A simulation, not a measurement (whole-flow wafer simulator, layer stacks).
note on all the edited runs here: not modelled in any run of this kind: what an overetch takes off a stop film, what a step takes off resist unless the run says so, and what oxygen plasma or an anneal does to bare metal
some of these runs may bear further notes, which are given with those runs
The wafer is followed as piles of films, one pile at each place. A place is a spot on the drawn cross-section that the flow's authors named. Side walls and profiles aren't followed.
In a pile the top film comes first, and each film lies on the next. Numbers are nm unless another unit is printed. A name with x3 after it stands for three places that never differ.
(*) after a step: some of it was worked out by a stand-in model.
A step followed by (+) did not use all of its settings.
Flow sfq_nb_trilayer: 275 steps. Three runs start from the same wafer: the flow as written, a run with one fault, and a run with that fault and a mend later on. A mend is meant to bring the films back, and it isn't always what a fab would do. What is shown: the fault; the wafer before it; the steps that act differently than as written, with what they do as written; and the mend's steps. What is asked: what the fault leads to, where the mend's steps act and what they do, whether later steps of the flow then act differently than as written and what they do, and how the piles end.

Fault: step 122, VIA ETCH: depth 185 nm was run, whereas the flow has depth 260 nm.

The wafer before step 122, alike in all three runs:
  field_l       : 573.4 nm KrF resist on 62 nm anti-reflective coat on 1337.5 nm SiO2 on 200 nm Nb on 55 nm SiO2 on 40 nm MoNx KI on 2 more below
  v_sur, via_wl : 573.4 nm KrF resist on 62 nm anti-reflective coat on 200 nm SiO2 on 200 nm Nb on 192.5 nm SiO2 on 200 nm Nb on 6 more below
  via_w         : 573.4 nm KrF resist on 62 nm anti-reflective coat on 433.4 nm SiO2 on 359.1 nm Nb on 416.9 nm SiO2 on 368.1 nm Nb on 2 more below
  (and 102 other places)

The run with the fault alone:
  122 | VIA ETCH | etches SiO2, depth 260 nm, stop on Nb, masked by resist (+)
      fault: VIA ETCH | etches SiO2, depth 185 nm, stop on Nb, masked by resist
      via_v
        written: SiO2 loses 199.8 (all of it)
        fault: SiO2 loses 185
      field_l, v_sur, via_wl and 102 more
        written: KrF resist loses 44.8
        fault: KrF resist loses 31.9
  Later steps of the flow acting differently than as written (not shown: 6 more steps that differ only slightly, by at most 2% or 0.5 nm, whichever is larger):
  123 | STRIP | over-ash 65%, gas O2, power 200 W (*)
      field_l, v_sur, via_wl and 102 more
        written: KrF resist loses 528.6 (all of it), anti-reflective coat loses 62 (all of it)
        fault: KrF resist loses 541.5 (all of it), anti-reflective coat loses 62 (all of it)
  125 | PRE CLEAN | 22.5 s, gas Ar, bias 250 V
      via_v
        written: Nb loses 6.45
        fault: SiO2 loses 7.5
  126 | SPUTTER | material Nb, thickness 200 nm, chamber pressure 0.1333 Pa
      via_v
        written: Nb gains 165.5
        fault: Nb gains 168.5 (new film)
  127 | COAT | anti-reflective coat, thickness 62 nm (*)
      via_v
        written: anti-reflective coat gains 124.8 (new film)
        fault: anti-reflective coat gains 115.2 (new film)
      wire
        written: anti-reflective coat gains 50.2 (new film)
        fault: anti-reflective coat gains 48.6 (new film)
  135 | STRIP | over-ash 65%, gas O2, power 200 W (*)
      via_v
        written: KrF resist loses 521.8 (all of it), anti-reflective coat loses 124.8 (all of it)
        fault: KrF resist loses 515.2 (all of it), anti-reflective coat loses 115.2 (all of it)
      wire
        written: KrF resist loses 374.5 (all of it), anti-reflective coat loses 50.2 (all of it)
        fault: KrF resist loses 376.2 (all of it), anti-reflective coat loses 48.6 (all of it)
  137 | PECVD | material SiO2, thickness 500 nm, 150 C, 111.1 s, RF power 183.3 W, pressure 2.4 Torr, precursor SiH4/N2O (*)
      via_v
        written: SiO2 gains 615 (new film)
        fault: SiO2 gains 573.7 (new film)
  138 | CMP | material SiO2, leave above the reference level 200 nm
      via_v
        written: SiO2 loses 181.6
        fault: SiO2 loses 157.1
  The piles end different from the flow's at via_v by more than 2% or 0.5 nm, whichever is larger.
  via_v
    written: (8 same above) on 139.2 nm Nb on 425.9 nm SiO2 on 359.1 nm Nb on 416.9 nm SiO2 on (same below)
    fault: (8 same above) on 139.2 nm Nb on 409.1 nm SiO2 on 168.5 nm Nb on 7.34 nm SiO2 on 200 nm Nb on 416.9 nm SiO2 on (same below)

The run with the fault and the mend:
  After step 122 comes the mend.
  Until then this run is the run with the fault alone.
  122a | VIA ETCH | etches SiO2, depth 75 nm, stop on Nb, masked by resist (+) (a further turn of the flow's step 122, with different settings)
      field_l, v_sur, via_wl and 102 more
        KrF resist loses 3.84
      via_v
        SiO2 loses 14.8 (all of it)
  Every later step of the flow that is run acts as written, at every place that is followed, to within 2% or 0.5 nm, whichever is larger.
  The piles end the same as the flow's at every place that both follow.
